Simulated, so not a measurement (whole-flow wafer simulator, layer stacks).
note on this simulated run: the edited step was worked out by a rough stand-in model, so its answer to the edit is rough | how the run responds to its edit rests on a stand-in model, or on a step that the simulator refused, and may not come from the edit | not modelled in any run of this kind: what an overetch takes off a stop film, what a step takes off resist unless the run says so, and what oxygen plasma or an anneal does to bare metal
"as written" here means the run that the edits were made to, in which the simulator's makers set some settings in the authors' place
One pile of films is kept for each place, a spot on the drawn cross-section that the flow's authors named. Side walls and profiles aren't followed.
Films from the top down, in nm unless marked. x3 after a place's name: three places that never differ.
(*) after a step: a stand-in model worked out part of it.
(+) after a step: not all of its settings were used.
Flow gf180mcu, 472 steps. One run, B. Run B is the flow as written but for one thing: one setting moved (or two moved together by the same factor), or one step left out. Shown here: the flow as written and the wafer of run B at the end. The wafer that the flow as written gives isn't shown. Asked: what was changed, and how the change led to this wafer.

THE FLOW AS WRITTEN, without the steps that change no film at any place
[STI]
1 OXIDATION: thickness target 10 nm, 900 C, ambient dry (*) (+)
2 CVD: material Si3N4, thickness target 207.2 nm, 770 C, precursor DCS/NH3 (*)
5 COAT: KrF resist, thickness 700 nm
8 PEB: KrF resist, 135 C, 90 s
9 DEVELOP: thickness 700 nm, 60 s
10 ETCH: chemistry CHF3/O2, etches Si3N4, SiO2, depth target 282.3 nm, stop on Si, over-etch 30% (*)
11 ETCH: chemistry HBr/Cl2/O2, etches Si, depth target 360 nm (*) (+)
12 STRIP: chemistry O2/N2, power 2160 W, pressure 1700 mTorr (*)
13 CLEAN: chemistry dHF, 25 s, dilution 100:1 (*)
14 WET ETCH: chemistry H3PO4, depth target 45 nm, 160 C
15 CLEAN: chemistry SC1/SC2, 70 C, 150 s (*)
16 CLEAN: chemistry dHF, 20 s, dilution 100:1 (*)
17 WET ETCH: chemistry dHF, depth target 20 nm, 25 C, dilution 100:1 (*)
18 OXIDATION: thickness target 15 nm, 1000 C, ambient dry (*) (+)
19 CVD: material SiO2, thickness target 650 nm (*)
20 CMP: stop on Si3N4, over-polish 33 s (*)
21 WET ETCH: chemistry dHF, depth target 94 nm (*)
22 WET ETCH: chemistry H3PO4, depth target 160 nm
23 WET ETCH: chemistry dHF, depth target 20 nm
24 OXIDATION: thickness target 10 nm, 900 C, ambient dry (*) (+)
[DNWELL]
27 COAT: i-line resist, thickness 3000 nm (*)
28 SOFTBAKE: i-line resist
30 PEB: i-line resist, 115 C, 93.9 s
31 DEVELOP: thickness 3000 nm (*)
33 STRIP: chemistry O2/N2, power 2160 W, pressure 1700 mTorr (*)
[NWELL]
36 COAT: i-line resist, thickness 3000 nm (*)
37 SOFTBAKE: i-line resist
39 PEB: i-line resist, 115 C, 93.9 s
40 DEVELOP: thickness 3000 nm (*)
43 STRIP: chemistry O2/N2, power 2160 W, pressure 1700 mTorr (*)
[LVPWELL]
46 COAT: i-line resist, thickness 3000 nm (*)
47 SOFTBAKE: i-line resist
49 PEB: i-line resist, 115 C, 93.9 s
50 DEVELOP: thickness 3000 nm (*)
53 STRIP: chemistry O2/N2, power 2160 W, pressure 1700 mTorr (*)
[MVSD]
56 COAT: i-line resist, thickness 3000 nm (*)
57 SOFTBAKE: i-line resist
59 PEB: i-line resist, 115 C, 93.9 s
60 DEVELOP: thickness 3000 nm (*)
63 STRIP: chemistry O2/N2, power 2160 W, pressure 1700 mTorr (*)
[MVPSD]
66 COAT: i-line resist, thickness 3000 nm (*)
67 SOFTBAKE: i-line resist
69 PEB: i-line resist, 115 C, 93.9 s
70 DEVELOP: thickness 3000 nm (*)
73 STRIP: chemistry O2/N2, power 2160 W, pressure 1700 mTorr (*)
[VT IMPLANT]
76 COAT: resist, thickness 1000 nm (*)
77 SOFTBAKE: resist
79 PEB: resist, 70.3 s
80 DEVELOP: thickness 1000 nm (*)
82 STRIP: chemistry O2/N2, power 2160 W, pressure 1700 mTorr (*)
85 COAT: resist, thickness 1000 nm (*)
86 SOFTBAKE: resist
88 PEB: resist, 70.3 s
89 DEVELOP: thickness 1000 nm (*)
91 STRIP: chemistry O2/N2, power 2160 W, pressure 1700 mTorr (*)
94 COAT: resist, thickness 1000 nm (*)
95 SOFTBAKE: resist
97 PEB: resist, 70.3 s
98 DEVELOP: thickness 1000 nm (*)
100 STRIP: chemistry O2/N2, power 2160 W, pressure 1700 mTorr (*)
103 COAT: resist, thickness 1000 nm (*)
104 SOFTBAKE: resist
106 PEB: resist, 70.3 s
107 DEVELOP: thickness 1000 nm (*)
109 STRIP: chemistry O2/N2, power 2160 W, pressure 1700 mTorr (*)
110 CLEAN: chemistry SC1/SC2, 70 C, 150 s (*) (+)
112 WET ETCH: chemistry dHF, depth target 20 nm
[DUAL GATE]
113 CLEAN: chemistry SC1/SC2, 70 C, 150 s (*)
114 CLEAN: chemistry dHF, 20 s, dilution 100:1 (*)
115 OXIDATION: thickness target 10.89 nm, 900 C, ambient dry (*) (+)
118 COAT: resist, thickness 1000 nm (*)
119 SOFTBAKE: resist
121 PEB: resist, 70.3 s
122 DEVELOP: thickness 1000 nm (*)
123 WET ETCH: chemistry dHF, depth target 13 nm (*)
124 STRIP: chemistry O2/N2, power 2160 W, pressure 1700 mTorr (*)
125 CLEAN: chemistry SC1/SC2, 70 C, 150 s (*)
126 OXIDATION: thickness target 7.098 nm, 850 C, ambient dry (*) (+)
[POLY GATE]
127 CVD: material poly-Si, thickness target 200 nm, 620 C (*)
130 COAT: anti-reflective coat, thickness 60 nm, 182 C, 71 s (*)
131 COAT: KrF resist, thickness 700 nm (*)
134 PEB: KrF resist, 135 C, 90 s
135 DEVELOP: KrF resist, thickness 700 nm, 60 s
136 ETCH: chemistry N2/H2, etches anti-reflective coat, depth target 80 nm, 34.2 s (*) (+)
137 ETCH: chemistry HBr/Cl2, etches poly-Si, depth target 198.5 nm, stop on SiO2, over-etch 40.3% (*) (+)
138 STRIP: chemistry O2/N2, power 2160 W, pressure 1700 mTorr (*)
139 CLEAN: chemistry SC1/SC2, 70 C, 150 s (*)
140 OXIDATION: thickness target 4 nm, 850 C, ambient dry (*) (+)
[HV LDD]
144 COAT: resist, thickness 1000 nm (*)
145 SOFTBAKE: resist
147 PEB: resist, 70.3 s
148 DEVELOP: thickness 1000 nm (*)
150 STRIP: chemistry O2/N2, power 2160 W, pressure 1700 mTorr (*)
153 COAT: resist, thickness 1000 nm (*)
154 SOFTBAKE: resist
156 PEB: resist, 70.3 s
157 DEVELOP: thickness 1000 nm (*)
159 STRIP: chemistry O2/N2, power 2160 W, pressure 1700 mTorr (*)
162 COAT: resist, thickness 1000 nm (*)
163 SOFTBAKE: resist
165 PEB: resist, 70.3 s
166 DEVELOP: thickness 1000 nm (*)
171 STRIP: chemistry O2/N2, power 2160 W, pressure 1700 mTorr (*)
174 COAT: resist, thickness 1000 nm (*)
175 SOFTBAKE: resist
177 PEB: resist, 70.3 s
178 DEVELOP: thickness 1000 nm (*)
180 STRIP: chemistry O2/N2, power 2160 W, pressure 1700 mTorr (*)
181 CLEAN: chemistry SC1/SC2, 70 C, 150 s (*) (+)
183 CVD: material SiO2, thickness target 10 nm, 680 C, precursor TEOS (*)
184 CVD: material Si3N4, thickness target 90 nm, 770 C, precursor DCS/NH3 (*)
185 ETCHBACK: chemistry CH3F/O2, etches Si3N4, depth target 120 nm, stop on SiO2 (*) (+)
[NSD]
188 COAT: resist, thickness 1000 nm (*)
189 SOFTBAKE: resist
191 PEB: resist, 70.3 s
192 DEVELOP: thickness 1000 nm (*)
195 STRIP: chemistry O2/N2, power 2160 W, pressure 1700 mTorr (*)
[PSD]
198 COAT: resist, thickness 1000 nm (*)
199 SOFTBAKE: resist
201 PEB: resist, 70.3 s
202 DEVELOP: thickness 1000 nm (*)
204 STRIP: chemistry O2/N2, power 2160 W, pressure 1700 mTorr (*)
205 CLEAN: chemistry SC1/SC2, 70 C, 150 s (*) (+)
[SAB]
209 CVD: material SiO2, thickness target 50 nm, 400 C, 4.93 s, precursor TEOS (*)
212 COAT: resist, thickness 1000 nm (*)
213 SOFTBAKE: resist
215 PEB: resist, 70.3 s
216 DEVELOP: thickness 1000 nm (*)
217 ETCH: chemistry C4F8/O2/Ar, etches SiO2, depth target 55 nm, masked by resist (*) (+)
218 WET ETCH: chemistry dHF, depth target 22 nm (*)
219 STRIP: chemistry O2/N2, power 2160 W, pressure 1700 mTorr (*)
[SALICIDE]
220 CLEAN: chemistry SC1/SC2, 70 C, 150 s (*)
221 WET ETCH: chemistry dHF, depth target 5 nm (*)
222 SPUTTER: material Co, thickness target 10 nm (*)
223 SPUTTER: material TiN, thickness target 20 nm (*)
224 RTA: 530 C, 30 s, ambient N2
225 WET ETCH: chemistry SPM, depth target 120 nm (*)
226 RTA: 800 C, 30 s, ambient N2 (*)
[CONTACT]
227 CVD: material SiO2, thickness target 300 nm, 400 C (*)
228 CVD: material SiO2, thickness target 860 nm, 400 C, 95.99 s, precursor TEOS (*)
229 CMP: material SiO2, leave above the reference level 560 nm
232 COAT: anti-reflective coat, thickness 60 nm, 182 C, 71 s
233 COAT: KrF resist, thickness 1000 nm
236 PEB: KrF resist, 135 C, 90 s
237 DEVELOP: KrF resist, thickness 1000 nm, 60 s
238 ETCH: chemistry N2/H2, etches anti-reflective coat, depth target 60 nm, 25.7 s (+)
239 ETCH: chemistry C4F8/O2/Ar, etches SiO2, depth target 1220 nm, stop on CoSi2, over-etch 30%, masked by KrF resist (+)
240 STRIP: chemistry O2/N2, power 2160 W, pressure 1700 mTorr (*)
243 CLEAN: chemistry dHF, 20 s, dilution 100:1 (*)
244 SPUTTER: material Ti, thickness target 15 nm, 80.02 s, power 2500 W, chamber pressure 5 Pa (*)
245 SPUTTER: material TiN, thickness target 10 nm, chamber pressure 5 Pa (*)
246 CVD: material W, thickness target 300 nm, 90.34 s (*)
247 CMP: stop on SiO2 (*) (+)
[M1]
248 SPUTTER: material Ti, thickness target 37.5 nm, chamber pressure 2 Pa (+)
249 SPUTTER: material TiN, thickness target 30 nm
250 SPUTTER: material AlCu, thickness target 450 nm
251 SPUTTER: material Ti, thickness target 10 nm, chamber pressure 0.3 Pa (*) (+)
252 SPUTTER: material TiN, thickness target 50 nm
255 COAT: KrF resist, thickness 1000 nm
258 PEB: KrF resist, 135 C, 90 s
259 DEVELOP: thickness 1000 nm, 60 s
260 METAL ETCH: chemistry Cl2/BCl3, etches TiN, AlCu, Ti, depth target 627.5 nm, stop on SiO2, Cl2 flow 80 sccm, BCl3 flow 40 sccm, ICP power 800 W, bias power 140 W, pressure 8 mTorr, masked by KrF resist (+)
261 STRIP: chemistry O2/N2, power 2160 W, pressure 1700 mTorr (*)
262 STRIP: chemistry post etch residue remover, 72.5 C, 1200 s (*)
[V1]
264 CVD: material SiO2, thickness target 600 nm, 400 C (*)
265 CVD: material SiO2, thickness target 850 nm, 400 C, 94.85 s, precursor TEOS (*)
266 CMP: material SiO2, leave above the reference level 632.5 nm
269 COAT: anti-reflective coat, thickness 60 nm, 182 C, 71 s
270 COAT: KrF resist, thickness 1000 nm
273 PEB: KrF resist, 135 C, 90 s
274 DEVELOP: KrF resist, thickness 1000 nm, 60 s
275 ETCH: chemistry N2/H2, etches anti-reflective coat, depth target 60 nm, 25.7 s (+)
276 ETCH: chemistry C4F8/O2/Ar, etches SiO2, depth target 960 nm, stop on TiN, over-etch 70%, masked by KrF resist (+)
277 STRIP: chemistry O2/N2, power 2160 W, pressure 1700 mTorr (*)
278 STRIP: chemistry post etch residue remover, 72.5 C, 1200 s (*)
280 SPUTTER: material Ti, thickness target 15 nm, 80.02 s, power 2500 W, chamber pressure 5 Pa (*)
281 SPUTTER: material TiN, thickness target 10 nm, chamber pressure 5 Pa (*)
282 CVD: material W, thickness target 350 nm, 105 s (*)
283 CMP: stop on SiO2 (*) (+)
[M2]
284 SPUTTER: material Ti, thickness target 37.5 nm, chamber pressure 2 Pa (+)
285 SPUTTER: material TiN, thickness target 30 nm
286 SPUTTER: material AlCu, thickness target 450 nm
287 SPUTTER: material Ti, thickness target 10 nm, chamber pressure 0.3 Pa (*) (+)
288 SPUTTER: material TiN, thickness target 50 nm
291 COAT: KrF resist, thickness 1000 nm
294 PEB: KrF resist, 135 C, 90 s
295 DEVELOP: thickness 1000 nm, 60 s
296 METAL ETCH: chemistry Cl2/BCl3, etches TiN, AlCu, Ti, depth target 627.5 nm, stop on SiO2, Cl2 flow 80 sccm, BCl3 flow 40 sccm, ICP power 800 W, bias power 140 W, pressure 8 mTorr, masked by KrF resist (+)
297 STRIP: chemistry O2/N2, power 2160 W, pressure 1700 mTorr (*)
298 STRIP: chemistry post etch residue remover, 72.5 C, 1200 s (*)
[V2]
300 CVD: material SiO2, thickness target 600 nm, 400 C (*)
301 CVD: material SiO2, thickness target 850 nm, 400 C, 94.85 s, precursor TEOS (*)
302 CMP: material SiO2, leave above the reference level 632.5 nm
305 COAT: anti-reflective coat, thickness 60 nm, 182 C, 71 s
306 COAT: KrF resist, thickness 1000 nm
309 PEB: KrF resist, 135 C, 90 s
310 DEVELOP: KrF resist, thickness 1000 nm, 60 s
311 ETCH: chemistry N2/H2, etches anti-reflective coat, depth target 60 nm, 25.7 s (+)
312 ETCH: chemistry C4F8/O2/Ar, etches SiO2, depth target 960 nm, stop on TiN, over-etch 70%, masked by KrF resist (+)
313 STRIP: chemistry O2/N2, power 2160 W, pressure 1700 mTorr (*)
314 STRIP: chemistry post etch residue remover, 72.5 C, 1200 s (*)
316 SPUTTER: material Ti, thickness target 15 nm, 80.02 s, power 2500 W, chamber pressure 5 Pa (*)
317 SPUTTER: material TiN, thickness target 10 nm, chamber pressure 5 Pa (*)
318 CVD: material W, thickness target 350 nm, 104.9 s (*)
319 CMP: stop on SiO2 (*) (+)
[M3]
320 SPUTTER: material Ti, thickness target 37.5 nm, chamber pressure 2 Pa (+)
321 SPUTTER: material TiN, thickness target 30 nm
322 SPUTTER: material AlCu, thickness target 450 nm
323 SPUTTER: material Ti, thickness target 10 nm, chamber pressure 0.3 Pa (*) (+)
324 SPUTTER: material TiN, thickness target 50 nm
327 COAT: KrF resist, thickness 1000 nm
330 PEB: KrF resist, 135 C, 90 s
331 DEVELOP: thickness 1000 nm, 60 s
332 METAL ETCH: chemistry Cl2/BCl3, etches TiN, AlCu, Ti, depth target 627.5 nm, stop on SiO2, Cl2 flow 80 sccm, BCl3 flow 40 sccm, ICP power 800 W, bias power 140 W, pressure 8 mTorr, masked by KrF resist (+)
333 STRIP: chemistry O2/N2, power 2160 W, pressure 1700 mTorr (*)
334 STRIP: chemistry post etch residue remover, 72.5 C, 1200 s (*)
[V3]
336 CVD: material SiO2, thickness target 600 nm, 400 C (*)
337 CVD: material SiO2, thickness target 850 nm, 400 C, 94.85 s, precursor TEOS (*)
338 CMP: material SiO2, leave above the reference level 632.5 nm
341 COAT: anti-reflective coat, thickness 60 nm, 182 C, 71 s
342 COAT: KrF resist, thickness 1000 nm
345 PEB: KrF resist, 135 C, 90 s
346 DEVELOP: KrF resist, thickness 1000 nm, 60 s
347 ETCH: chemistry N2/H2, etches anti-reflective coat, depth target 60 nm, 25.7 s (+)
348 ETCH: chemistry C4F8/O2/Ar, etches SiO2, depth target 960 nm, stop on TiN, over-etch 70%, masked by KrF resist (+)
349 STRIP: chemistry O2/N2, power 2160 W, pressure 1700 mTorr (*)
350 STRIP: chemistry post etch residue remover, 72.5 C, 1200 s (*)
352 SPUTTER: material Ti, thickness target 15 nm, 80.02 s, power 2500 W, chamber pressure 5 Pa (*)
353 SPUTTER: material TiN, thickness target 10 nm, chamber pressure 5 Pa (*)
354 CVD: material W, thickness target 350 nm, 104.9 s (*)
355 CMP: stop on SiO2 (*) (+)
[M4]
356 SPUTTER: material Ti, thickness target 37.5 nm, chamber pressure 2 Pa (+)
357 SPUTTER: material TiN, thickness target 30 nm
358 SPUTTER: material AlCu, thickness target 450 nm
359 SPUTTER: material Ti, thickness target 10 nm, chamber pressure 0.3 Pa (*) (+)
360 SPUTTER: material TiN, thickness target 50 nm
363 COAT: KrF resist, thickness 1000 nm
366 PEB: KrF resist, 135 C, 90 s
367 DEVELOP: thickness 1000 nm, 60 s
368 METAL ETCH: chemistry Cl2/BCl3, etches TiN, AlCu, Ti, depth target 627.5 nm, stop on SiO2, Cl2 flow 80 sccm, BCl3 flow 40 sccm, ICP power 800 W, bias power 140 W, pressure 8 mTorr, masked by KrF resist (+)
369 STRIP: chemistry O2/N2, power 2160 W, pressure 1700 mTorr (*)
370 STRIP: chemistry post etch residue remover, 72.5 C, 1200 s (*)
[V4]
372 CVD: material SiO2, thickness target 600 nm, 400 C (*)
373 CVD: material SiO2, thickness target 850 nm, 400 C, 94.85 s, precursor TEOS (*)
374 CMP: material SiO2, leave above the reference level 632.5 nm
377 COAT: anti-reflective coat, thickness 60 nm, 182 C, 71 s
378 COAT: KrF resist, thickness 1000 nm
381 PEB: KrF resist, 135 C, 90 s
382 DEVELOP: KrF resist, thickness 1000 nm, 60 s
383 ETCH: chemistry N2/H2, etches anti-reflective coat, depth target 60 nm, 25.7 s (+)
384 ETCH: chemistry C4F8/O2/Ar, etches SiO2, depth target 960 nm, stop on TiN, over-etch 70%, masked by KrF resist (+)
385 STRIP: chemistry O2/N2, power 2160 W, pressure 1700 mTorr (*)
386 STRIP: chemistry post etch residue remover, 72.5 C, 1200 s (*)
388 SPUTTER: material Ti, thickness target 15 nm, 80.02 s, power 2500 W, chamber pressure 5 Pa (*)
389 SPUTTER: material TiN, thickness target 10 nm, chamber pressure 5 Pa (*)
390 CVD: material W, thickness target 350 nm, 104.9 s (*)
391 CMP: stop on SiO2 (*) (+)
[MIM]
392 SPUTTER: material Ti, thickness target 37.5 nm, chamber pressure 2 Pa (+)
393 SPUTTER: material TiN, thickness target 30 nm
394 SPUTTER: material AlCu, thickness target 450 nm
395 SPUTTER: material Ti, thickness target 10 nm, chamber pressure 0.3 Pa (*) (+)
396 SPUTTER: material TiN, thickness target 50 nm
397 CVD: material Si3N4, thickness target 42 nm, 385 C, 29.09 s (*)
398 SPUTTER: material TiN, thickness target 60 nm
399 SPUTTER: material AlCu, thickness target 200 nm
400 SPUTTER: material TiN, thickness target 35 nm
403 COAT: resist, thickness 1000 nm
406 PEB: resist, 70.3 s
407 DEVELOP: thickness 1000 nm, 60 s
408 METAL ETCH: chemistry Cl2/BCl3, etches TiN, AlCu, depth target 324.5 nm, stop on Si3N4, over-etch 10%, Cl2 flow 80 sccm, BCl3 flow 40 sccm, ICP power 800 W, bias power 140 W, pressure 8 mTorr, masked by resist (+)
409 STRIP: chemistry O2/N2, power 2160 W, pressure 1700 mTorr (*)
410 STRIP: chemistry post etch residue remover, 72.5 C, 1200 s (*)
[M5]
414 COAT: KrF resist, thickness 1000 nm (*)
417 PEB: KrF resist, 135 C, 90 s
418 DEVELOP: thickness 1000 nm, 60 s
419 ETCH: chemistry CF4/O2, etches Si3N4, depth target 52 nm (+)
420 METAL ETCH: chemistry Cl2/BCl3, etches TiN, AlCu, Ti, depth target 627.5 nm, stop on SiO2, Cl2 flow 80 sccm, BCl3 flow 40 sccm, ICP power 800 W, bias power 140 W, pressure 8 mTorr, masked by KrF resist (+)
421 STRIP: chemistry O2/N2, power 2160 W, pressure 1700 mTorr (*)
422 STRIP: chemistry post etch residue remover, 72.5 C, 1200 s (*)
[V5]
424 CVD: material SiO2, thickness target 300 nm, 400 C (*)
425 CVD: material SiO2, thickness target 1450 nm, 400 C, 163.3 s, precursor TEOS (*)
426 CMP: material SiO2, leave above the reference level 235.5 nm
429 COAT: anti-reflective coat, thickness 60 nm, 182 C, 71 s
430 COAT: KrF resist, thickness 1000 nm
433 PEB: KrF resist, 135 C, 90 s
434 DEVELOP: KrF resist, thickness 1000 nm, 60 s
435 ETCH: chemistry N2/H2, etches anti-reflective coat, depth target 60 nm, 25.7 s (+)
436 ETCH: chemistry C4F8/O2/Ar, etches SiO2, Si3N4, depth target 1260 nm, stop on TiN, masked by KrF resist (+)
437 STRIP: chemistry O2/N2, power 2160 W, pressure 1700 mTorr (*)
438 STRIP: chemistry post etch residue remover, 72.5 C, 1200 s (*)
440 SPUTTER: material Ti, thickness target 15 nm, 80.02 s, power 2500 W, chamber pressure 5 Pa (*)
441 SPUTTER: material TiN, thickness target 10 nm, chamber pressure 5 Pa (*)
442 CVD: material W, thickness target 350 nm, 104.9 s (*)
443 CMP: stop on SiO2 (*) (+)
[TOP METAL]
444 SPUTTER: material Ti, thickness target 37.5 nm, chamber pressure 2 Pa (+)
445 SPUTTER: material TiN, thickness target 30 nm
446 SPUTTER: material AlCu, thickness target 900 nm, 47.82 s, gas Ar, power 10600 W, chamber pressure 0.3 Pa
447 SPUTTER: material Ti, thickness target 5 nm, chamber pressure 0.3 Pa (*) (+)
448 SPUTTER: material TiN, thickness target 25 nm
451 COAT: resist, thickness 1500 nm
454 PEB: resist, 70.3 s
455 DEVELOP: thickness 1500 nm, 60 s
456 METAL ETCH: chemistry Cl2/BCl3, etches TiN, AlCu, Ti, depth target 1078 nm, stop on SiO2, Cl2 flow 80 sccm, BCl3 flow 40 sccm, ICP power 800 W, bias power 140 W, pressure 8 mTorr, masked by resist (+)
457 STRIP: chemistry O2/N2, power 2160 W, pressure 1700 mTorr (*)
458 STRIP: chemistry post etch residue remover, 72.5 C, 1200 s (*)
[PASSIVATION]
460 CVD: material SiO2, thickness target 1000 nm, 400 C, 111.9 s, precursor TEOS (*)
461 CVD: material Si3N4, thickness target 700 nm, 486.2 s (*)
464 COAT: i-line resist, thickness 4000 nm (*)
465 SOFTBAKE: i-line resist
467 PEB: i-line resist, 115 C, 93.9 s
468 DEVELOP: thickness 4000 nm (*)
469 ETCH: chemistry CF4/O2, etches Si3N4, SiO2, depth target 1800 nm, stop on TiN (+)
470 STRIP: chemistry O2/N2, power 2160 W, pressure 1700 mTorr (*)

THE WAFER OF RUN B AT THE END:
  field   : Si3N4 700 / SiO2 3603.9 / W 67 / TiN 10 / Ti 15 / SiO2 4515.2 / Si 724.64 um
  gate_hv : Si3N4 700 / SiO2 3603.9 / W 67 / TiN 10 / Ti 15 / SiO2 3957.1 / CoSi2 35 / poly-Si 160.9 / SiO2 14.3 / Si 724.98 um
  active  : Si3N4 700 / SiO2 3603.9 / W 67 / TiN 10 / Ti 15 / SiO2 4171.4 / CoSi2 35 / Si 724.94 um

The cause: step 337, CVD: thickness target 416 nm was run, where the flow has thickness target 850 nm; step 337, CVD: 46.48 s was run, where the flow has 94.85 s.

How the change led to this, step by step:
  337 CVD: material SiO2, thickness target 850 nm, 400 C, 94.85 s, precursor TEOS (*)
      field, field__w1, field__w2 and 108 more: SiO2 +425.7 (as written it would be: SiO2 +850)
  338 CMP: material SiO2, leave above the reference level 632.5 nm
      field, field__w1, field__w2 and 103 more: nothing (as written it would be: SiO2 -300)
      field__w8, contact, m1, m1__w1, m1_nw: SiO2 -452.8 (as written it would be: SiO2 -877.1)
  341 COAT: anti-reflective coat, thickness 60 nm, 182 C, 71 s
      field: anti-reflective coat +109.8 (new film) (as written it would be: anti-reflective coat +60 (new film))
      field__w1: anti-reflective coat +86.7 (new film) (as written it would be: anti-reflective coat +60 (new film))
      (and at 20 more places)
  342 COAT: KrF resist, thickness 1000 nm
      field__w1: KrF resist +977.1 (new film) (as written it would be: KrF resist +1000 (new film))
      field__w8: KrF resist +977.8 (new film) (as written it would be: KrF resist +1000 (new film))
      (and at 10 more places)
  345 PEB: KrF resist, 135 C, 90 s
      polyc_n, polyc_n_rim: KrF resist -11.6 (as written it would be: KrF resist -10.5)
      contact: KrF resist -9.59 (as written it would be: KrF resist -10.5)
      (and at 2 more places)
  346 DEVELOP: KrF resist, thickness 1000 nm, 60 s
      contact: KrF resist -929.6 (all of it) (as written it would be: KrF resist -989.5 (all of it))
  347 ETCH: chemistry N2/H2, etches anti-reflective coat, depth target 60 nm, 25.7 s (+)
      contact: anti-reflective coat -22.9 (all of it), SiO2 -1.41 (as written it would be: anti-reflective coat -60 (all of it), SiO2 -0.46)
  349 STRIP: chemistry O2/N2, power 2160 W, pressure 1700 mTorr (*)
      field: KrF resist -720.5 (all of it), anti-reflective coat -109.8 (all of it) (as written it would be: KrF resist -739.2 (all of it), anti-reflective coat -60 (all of it))
      field__w1: KrF resist -716.6 (all of it), anti-reflective coat -86.7 (all of it) (as written it would be: KrF resist -739.2 (all of it), anti-reflective coat -60 (all of it))
      (and at 19 more places)
  352 SPUTTER: material Ti, thickness target 15 nm, 80.02 s, power 2500 W, chamber pressure 5 Pa (*)
      contact: Ti +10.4 (new film) (as written it would be: Ti +9.65 (new film))
  354 CVD: material W, thickness target 350 nm, 104.9 s (*)
      contact: W +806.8 (new film) (as written it would be: W +932.3 (new film))
  355 CMP: stop on SiO2 (*) (+)
      field, field__w1, field__w2 and 103 more: W -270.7 (as written it would be: W -350 (all of it), TiN -10 (all of it), Ti -15 (all of it), SiO2 -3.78)
      field__w8, m1, m1__w1, m1_nw: W -350 (all of it), TiN -10 (all of it), Ti -15 (all of it), SiO2 -20 (as written it would be: W -350 (all of it), TiN -10 (all of it), Ti -15 (all of it), SiO2 -3.78)
      (and at 1 more place)
  368 METAL ETCH: chemistry Cl2/BCl3, etches TiN, AlCu, Ti, depth target 627.5 nm, stop on SiO2, Cl2 flow 80 sccm, BCl3 flow 40 sccm, ICP power 800 W, bias power 140 W, pressure 8 mTorr, masked by KrF resist (+)
      field, field__w1, field__w2 and 103 more: TiN -50 (all of it), Ti -10 (all of it), AlCu -450 (all of it), TiN -30 (all of it), Ti -37.5 (all of it), W -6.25 (as written it would be: TiN -50 (all of it), Ti -10 (all of it), AlCu -450 (all of it), TiN -30 (all of it), Ti -37.5 (all of it))
  370 STRIP: chemistry post etch residue remover, 72.5 C, 1200 s (*)
      field, field__w1, field__w2 and 103 more: W -6.01 (as written it would be: nothing)
  372 CVD: material SiO2, thickness target 600 nm, 400 C (*)
      field, field__w1, field__w2 and 103 more: SiO2 +600 (new film) (as written it would be: SiO2 +600)
  374 CMP: material SiO2, leave above the reference level 632.5 nm
      field, field__w1, field__w2 and 103 more: SiO2 -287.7 (as written it would be: SiO2 -300)
Counting metal films that touch as one body, field has 1 body; the flow as written gives 0 bodies.
Counting metal films that touch as one body, gate_hv has 2 bodies (between them, from the top down: SiO2 3957.1); the flow as written gives 1 body.
Counting metal films that touch as one body, active has 2 bodies (between them, from the top down: SiO2 4171.4); the flow as written gives 1 body.
